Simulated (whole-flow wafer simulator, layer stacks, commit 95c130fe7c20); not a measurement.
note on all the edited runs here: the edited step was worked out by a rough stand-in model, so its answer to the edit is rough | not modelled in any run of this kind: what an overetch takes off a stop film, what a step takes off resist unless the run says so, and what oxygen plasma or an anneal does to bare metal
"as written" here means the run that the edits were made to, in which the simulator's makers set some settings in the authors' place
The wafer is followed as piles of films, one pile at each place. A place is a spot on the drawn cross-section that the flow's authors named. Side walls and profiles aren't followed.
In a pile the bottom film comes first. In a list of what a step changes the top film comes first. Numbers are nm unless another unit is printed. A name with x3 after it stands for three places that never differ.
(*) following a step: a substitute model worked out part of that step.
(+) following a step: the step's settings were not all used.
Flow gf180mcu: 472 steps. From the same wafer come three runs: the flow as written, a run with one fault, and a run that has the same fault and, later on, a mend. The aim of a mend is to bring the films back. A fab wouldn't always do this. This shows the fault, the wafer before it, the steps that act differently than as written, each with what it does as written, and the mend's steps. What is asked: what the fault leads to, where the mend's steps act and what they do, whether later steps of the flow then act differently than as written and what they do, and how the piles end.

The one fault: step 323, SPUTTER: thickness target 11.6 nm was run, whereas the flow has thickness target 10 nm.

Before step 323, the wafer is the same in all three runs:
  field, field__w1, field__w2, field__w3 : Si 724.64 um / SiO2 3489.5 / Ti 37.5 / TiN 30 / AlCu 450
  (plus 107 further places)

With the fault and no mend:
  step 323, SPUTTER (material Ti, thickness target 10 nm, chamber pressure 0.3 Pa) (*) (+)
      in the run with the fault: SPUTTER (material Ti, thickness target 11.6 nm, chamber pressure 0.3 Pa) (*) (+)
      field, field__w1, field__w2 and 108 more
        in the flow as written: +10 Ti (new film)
        in the run with the fault: +11.6 Ti (new film)
  Later steps of the flow acting differently than as written (not shown: 5 more steps that differ only slightly, by at most 2% or 0.5 nm, whichever is larger):
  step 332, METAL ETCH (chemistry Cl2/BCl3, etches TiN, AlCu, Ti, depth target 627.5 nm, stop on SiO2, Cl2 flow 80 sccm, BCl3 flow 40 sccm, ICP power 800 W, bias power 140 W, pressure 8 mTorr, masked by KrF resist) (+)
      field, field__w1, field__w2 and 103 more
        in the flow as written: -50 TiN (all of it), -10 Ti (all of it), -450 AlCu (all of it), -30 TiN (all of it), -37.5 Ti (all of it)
        in the run with the fault: -50 TiN (all of it), -11.6 Ti (all of it), -450 AlCu (all of it), -30 TiN (all of it), -37.5 Ti (all of it)
  By the end, the piles at field__w8, contact, m1, m1__w1, m1_nw depart from the flow's by more than 2% or 0.5 nm, whichever is larger.
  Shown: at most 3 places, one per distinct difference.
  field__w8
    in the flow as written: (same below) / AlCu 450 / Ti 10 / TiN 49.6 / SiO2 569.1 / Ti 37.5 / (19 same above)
    in the run with the fault: (same below) / AlCu 450 / Ti 11.6 / TiN 49.6 / SiO2 567.5 / Ti 37.5 / (19 same above)
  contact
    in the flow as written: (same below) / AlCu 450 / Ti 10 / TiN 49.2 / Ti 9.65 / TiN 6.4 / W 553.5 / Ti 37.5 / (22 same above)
    in the run with the fault: (same below) / AlCu 450 / Ti 11.6 / TiN 49.2 / Ti 9.66 / TiN 6.41 / W 551.9 / Ti 37.5 / (22 same above)

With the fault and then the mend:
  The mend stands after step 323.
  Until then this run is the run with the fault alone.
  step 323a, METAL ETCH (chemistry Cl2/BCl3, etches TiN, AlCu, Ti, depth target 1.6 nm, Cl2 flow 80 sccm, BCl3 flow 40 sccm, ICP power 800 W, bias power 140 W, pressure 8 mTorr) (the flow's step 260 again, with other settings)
      field, field__w1, field__w2 and 108 more
        -1.6 Ti
  Later steps of the flow that are run all act as written at every place that is followed.
  By the end, the piles equal the flow's at every place that both follow.
